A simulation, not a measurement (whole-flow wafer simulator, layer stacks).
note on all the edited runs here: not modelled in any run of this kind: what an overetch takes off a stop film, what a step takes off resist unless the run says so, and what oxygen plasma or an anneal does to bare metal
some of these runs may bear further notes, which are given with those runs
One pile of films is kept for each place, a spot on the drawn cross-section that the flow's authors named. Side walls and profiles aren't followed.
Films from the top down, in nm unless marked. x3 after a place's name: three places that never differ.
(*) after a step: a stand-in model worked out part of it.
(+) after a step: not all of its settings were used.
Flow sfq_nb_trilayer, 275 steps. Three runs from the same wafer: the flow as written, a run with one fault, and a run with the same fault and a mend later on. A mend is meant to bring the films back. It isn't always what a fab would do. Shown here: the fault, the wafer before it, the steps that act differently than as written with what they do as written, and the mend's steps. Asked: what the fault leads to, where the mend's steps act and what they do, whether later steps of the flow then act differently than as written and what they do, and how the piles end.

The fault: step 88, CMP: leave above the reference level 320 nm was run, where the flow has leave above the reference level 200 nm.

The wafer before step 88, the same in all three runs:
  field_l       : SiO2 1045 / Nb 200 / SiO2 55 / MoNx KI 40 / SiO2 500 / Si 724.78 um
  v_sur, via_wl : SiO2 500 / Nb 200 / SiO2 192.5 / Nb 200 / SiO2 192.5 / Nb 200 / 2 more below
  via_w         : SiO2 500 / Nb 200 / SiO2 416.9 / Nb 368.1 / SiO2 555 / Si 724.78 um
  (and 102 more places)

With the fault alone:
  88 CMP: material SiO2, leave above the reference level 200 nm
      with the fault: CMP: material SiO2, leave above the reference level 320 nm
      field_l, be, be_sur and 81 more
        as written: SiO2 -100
        with the fault: nothing
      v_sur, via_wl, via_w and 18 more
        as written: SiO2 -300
        with the fault: SiO2 -180
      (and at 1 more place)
  Later steps of the flow that act differently than as written (5 more steps differ only slightly, by at most 2% or 0.5 nm, whichever is larger, and aren't shown):
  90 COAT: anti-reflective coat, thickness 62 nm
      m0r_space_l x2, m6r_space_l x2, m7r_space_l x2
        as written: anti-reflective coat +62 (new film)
        with the fault: anti-reflective coat +65 (new film)
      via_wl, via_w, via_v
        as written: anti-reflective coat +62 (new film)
        with the fault: anti-reflective coat +60.4 (new film)
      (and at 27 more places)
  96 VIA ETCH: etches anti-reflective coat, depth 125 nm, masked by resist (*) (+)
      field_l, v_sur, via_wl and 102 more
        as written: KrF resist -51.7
        with the fault: KrF resist -50.4
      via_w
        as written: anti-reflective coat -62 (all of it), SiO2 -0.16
        with the fault: anti-reflective coat -60.4 (all of it), SiO2 -0.15
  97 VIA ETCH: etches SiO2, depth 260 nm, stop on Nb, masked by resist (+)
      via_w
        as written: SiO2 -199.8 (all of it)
        with the fault: SiO2 -260
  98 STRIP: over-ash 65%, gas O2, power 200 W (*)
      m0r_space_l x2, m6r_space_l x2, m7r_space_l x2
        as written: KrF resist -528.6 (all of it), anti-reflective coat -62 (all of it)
        with the fault: KrF resist -531.9 (all of it), anti-reflective coat -65 (all of it)
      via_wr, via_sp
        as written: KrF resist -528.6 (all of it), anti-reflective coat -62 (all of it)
        with the fault: KrF resist -523.9 (all of it), anti-reflective coat -60.5 (all of it)
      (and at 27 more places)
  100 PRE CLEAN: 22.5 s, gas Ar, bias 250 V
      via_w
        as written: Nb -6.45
        with the fault: SiO2 -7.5
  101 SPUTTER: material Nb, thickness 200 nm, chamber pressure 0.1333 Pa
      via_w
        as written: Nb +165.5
        with the fault: Nb +152.6 (new film)
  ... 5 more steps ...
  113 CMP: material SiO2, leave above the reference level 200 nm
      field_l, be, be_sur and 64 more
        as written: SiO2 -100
        with the fault: SiO2 -80
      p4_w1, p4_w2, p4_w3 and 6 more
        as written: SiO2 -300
        with the fault: SiO2 -280
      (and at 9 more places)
  At the end the piles differ from the flow's by more than 2% or 0.5 nm, whichever is larger, at field_l, v_sur, via_wl and 103 more.
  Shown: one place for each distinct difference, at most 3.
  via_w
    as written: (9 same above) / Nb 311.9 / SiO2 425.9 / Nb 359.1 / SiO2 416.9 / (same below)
    with the fault: (9 same above) / Nb 311.9 / SiO2 500 / Nb 152.6 / SiO2 52.3 / Nb 200 / SiO2 416.9 / (same below)
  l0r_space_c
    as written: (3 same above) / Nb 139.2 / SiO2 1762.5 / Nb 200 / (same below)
    with the fault: (3 same above) / Nb 139.2 / SiO2 1882.5 / Nb 200 / (same below)
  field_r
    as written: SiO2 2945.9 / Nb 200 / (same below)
    with the fault: SiO2 3065.9 / Nb 200 / (same below)

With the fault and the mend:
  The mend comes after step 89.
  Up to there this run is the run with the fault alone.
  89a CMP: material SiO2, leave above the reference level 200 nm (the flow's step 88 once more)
      field_l, be, be_sur and 81 more
        SiO2 -100
      v_sur, via_wl, via_w and 19 more
        SiO2 -120
  No later step of the flow acts differently than as written at any place that is followed.
  At the end the piles are the same as the flow's at every place that both follow.
